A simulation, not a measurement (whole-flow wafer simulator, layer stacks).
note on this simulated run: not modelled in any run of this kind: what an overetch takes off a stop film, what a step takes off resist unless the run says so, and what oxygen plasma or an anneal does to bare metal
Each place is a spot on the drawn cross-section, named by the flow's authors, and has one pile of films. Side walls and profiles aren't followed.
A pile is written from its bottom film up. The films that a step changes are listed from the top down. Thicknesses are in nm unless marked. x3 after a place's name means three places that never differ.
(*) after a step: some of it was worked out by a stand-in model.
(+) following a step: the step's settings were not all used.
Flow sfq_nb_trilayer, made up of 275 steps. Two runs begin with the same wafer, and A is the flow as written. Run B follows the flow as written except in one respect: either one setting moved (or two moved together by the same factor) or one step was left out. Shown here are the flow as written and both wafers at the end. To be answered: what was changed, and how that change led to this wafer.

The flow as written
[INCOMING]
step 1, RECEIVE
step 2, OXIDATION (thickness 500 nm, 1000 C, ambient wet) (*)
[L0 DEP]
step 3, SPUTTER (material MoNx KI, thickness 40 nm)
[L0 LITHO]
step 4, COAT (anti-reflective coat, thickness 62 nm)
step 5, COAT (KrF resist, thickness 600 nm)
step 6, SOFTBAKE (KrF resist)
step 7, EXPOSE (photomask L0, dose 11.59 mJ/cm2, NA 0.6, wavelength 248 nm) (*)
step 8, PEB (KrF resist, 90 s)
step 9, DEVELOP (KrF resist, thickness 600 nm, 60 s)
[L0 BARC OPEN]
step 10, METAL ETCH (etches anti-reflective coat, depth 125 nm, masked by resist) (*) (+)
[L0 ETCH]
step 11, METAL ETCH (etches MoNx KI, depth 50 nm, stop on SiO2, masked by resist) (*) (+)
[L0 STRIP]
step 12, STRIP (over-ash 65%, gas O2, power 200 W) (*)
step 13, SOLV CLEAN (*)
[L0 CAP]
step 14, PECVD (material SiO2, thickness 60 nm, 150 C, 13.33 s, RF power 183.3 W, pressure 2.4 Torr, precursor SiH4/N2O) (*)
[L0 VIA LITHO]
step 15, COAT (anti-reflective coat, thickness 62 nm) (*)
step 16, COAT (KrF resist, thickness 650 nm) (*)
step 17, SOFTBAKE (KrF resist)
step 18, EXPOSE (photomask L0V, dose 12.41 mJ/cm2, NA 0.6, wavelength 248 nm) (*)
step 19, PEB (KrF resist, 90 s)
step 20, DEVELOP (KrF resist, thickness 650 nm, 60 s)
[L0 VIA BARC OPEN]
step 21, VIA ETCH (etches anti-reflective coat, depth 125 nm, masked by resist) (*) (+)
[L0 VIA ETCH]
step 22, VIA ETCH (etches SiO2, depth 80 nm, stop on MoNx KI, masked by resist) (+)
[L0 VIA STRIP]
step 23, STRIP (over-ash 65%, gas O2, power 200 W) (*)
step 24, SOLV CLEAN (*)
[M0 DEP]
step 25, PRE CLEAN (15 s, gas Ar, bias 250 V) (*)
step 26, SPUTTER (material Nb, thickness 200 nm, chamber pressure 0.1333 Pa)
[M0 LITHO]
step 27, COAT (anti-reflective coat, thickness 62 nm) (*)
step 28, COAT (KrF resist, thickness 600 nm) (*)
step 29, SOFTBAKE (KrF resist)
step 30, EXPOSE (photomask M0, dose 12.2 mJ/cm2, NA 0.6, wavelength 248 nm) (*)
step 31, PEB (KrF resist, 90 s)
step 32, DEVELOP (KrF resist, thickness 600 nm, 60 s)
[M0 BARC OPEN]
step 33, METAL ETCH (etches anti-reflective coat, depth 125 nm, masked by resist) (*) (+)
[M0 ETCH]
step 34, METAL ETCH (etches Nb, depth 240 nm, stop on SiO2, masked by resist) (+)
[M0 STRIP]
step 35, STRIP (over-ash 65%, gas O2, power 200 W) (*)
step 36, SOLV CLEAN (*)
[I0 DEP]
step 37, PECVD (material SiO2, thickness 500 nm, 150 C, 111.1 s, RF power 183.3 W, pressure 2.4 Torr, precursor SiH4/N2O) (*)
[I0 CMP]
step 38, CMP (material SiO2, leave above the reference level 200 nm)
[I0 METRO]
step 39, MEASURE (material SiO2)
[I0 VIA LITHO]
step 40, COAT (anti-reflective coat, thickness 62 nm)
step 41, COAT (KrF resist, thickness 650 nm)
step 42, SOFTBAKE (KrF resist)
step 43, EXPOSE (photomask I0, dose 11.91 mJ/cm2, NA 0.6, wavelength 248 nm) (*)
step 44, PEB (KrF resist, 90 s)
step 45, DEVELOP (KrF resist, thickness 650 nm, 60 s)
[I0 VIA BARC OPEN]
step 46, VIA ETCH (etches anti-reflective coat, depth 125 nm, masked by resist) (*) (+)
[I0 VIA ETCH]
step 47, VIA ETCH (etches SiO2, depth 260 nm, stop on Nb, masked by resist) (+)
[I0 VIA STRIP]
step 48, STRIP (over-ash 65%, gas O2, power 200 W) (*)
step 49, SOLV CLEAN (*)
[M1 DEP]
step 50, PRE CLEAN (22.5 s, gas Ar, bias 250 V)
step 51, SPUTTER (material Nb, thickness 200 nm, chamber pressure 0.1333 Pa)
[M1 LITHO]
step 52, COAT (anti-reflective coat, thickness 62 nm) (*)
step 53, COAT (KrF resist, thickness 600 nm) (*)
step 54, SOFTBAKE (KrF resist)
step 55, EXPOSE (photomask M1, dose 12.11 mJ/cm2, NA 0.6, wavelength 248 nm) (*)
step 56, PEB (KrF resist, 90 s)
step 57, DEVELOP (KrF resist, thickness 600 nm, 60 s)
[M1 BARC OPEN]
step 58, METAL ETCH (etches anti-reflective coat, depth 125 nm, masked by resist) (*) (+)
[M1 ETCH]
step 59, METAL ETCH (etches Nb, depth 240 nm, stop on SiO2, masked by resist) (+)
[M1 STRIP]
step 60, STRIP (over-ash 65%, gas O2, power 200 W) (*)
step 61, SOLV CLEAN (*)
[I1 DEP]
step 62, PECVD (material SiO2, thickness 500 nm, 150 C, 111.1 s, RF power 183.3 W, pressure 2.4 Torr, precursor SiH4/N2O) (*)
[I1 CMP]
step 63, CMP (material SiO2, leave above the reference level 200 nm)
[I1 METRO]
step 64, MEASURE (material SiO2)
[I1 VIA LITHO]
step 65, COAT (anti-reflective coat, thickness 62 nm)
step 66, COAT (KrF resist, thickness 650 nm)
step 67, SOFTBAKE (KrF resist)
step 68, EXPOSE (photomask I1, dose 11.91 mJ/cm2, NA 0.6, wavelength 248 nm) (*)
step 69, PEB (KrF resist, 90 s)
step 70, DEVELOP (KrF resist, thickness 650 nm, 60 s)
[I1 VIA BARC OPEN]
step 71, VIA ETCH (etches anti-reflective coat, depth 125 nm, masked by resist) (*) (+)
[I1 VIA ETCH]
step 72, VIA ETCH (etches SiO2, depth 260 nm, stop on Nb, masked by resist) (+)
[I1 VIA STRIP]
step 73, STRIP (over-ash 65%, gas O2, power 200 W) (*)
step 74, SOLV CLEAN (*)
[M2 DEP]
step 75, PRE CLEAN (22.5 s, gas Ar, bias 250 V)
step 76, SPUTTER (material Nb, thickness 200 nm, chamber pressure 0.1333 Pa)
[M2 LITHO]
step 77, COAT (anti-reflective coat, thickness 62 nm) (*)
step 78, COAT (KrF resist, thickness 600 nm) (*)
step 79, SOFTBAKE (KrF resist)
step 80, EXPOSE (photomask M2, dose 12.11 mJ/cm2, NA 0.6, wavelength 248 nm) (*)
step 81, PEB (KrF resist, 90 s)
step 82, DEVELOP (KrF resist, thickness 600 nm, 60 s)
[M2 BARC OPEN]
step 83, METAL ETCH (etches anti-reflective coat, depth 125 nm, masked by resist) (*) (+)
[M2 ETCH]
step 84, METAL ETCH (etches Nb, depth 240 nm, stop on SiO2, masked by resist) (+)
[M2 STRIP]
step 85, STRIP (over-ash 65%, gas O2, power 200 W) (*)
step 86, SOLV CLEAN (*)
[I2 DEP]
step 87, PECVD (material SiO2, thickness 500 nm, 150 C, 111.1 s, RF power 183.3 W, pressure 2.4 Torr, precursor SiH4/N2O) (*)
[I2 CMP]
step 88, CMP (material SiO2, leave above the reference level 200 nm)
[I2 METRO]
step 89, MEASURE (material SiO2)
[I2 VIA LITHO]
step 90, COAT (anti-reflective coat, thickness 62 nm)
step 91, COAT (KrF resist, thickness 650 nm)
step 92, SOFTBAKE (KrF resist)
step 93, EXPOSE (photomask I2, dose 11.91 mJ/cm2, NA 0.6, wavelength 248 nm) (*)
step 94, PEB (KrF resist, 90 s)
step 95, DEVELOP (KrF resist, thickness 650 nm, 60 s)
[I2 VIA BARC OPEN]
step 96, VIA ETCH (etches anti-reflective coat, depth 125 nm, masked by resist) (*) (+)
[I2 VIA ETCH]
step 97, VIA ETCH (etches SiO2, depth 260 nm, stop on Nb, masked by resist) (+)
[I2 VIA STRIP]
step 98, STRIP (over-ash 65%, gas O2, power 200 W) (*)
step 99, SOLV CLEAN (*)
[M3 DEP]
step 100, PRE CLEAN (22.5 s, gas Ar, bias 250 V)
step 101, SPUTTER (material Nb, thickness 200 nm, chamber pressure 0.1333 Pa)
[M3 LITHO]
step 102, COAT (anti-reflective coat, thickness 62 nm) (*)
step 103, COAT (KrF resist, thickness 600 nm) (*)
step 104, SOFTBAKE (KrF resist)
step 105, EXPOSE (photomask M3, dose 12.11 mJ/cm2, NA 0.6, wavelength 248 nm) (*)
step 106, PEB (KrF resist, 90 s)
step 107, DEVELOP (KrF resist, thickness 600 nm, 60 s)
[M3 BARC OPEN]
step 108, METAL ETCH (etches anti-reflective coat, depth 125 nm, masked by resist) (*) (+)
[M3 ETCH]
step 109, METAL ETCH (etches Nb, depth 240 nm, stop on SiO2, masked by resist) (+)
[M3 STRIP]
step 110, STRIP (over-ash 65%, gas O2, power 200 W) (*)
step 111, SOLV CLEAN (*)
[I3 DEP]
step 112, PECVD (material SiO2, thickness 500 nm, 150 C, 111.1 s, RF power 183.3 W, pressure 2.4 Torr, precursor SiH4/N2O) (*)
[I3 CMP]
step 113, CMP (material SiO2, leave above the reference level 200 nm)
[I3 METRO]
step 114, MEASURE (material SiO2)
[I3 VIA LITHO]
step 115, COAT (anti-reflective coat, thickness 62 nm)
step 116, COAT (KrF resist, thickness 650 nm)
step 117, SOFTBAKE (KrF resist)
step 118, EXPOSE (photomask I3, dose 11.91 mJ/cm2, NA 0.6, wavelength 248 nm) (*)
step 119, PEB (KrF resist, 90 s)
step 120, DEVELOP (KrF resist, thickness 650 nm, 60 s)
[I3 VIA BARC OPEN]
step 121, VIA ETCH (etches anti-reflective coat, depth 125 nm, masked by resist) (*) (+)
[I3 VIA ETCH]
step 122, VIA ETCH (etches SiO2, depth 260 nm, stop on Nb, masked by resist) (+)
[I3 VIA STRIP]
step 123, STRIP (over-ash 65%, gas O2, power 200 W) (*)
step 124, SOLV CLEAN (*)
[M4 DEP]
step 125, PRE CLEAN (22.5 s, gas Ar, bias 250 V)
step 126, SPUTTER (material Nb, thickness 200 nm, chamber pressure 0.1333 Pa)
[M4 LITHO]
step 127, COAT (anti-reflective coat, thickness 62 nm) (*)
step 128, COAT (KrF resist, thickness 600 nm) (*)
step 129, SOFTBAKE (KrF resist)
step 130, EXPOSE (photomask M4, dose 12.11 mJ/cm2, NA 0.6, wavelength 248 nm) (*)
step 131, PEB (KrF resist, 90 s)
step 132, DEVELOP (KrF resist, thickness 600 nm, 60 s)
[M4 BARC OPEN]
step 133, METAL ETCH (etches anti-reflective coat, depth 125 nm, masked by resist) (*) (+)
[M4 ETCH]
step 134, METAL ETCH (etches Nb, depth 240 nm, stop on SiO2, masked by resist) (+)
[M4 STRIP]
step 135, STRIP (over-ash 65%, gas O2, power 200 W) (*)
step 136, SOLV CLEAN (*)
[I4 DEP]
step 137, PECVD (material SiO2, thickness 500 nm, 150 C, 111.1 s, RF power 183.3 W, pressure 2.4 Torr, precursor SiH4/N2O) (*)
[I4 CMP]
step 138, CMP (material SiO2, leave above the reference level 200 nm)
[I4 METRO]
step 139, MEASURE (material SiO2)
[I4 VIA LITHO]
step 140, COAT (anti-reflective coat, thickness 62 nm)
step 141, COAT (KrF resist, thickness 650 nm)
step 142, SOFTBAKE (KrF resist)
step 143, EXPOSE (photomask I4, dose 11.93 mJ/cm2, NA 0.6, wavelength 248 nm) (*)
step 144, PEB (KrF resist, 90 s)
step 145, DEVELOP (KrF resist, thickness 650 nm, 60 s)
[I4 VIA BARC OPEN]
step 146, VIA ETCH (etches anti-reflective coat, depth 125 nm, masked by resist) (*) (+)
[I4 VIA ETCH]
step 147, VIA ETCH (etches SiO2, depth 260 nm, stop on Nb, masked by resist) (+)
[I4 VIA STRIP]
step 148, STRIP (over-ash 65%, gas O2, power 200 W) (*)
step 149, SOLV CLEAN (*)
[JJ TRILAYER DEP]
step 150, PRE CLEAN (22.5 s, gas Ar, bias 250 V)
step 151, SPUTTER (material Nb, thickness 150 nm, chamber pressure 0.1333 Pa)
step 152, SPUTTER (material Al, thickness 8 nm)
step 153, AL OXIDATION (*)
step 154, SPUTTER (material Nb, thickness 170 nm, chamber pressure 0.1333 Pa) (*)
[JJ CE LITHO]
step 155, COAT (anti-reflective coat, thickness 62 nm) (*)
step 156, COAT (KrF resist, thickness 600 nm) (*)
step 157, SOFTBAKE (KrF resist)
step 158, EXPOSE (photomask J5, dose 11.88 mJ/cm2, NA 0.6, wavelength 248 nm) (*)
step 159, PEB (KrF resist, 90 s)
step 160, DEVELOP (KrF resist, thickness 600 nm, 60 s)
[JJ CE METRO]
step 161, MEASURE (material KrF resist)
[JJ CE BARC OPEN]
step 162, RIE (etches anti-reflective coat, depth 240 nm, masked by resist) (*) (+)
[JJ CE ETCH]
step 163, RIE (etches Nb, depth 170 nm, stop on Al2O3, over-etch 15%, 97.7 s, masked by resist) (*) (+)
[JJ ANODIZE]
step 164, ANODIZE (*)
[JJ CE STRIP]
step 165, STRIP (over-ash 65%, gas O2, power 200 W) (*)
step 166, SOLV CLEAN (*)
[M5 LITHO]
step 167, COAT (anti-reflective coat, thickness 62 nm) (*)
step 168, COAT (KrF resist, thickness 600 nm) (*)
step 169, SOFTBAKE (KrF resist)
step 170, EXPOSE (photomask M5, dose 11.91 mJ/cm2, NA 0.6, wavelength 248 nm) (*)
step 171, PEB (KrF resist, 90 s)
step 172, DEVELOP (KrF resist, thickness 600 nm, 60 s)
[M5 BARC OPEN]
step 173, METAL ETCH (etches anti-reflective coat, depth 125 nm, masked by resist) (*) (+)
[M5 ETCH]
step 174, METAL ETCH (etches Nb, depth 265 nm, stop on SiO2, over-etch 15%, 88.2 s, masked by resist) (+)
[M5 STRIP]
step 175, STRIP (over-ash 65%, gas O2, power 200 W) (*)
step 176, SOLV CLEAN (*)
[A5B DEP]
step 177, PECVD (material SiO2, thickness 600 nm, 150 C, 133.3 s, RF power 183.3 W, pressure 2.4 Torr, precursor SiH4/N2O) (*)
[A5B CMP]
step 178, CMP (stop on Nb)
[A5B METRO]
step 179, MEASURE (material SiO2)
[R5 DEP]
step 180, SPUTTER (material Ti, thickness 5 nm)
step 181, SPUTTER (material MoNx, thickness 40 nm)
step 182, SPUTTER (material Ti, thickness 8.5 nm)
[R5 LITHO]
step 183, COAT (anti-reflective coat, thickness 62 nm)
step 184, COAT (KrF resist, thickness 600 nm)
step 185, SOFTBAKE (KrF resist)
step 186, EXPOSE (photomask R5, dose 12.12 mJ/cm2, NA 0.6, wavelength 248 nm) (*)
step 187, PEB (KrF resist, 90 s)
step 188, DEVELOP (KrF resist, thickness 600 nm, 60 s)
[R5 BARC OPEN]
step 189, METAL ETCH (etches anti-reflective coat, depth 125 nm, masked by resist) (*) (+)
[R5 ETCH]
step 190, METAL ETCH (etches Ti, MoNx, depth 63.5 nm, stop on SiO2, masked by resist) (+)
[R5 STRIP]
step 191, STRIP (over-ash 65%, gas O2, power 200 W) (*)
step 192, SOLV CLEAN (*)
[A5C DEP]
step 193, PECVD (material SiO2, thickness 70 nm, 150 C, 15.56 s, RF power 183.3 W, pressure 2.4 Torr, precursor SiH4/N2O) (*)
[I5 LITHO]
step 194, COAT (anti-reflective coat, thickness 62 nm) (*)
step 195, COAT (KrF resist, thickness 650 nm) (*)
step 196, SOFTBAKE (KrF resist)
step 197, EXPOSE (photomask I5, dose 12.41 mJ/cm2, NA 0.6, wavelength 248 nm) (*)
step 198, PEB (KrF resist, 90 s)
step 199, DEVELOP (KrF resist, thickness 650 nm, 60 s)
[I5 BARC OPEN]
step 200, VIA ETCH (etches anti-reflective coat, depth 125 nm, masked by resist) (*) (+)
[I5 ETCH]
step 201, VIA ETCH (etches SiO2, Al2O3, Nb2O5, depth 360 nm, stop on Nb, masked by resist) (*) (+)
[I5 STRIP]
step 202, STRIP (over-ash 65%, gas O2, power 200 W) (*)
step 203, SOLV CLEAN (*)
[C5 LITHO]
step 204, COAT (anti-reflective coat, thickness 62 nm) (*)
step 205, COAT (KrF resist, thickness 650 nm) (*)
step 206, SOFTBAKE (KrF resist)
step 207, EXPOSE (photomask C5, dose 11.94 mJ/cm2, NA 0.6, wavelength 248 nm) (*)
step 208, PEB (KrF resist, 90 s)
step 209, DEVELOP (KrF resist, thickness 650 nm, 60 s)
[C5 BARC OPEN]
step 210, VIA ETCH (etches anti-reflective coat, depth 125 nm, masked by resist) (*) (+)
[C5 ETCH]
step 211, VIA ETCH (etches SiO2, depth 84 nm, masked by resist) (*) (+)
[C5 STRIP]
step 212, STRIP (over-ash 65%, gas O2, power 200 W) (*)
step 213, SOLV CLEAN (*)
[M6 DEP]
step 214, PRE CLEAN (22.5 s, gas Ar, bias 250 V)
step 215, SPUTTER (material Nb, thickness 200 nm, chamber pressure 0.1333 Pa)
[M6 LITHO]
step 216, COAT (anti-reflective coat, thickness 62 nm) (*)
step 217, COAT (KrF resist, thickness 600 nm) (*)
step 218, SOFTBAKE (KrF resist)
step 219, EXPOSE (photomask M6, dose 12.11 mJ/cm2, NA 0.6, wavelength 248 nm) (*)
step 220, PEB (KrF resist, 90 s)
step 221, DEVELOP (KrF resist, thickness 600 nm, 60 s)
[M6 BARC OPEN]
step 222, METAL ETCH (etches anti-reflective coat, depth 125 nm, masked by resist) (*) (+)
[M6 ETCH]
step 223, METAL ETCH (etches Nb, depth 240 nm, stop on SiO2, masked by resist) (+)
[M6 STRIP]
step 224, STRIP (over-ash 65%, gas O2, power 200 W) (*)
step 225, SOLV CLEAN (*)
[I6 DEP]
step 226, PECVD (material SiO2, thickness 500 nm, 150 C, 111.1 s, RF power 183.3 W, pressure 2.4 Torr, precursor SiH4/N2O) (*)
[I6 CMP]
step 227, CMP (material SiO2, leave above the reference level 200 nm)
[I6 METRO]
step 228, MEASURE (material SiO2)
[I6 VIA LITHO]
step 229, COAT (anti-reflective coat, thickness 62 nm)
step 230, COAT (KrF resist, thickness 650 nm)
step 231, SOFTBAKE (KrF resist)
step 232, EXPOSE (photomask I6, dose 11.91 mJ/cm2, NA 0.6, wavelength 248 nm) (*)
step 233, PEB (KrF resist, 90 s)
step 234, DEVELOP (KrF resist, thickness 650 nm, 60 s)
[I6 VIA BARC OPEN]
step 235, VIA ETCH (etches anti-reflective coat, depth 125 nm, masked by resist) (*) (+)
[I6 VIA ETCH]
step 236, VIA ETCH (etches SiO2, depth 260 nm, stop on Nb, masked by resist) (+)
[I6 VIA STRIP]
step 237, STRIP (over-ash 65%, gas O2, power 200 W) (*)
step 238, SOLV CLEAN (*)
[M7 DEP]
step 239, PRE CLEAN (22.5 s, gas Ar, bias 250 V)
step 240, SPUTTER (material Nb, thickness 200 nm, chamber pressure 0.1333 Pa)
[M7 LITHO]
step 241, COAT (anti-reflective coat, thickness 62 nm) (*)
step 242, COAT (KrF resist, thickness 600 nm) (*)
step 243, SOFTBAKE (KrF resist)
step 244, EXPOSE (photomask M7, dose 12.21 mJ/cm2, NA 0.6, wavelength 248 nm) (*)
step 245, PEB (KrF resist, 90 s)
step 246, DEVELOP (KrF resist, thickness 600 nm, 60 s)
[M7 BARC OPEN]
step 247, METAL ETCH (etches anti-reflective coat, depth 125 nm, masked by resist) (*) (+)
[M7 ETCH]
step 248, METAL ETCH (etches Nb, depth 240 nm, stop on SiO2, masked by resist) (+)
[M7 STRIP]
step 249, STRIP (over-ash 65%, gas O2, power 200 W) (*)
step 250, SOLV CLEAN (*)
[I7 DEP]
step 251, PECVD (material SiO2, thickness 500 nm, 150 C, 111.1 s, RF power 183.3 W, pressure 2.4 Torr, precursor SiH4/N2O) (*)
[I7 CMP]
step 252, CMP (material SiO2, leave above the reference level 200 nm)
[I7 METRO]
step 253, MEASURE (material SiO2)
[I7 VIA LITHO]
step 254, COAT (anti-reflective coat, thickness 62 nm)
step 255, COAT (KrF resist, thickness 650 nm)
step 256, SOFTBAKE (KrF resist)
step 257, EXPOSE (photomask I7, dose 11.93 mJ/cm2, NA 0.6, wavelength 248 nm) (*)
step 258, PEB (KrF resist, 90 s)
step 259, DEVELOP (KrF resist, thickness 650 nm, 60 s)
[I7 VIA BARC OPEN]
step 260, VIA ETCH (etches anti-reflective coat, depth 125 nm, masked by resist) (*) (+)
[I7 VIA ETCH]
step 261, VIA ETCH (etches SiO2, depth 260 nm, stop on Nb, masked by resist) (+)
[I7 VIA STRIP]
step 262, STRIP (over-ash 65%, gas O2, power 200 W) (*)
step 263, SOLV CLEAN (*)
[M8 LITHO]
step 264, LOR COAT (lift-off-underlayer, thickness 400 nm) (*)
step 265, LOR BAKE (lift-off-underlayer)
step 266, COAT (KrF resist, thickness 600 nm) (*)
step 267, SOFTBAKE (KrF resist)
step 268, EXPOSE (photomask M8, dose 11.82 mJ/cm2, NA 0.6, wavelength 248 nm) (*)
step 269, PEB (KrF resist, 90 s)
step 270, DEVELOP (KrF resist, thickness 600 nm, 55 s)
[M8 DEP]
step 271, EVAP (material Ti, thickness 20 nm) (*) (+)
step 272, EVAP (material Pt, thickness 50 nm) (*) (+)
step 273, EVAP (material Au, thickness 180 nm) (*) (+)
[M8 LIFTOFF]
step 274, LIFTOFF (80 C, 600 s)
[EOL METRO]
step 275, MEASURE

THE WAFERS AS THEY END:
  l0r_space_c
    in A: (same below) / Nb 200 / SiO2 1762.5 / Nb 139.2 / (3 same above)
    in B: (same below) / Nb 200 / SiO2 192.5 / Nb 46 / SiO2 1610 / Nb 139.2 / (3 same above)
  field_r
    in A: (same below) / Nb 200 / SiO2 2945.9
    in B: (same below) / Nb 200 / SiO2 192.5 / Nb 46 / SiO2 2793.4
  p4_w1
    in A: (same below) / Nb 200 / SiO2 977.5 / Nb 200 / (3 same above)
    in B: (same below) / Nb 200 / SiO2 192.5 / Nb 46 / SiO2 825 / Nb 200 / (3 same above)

Cause: step 51, SPUTTER: thickness 286 nm was run, though the flow has thickness 200 nm.

Step by step, how the change led to this:
  step 51, SPUTTER (material Nb, thickness 200 nm, chamber pressure 0.1333 Pa)
      field_l, v_sur, via_wl and 102 more: A Nb gains 200 (new film) | B Nb gains 286 (new film)
      via_w: A Nb gains 174.5 | B Nb gains 250.8
  step 52, COAT (anti-reflective coat, thickness 62 nm) (*)
      via_wl: A anti-reflective coat gains 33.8 (new film) | B anti-reflective coat gains 33.1 (new film)
      via_wr: A anti-reflective coat gains 34.9 (new film) | B anti-reflective coat gains 33.1 (new film)
  step 59, METAL ETCH (etches Nb, depth 240 nm, stop on SiO2, masked by resist) (+)
      field_l, be, be_sur and 79 more: A Nb loses 200 (all of it) | B Nb loses 240
  step 60, STRIP (over-ash 65%, gas O2, power 200 W) (*)
      via_wl: A KrF resist loses 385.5 (all of it), anti-reflective coat loses 33.8 (all of it) | B KrF resist loses 384.9 (all of it), anti-reflective coat loses 33.1 (all of it)
      via_wr: A KrF resist loses 384.4 (all of it), anti-reflective coat loses 34.9 (all of it) | B KrF resist loses 384.9 (all of it), anti-reflective coat loses 33.1 (all of it)
  step 62, PECVD (material SiO2, thickness 500 nm, 150 C, 111.1 s, RF power 183.3 W, pressure 2.4 Torr, precursor SiH4/N2O) (*)
      field_l, be, be_sur and 72 more: A SiO2 gains 500 | B SiO2 gains 500 (new film)
      lsp_m, ln_m6, lsp_r, l0_sur, l0v: A SiO2 gains 494.9 | B SiO2 gains 493.9 (new film)
      (also at 3 further places)
  step 63, CMP (material SiO2, leave above the reference level 200 nm)
      field_l, be, be_sur and 72 more: A SiO2 loses 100 | B SiO2 loses 60
      lsp_m, ln_m6, lsp_r, l0_sur, l0v: A SiO2 loses 94.9 | B SiO2 loses 53.9
      (also at 1 further place)
If metal films that touch count as one body, l0r_space_c has 3 bodies (between them, from the top down: SiO2 1610; SiO2 192.5); the flow as written gives 2 bodies (between them, from the top down: SiO2 1762.5).
If metal films that touch count as one body, field_r has 2 bodies (between them, from the top down: SiO2 192.5); the flow as written gives 1 body.
If metal films that touch count as one body, p4_w1 has 4 bodies (between them, from the top down: SiO2 192.5; SiO2 825; SiO2 192.5); the flow as written gives 3 bodies (between them, from the top down: SiO2 192.5; SiO2 977.5).
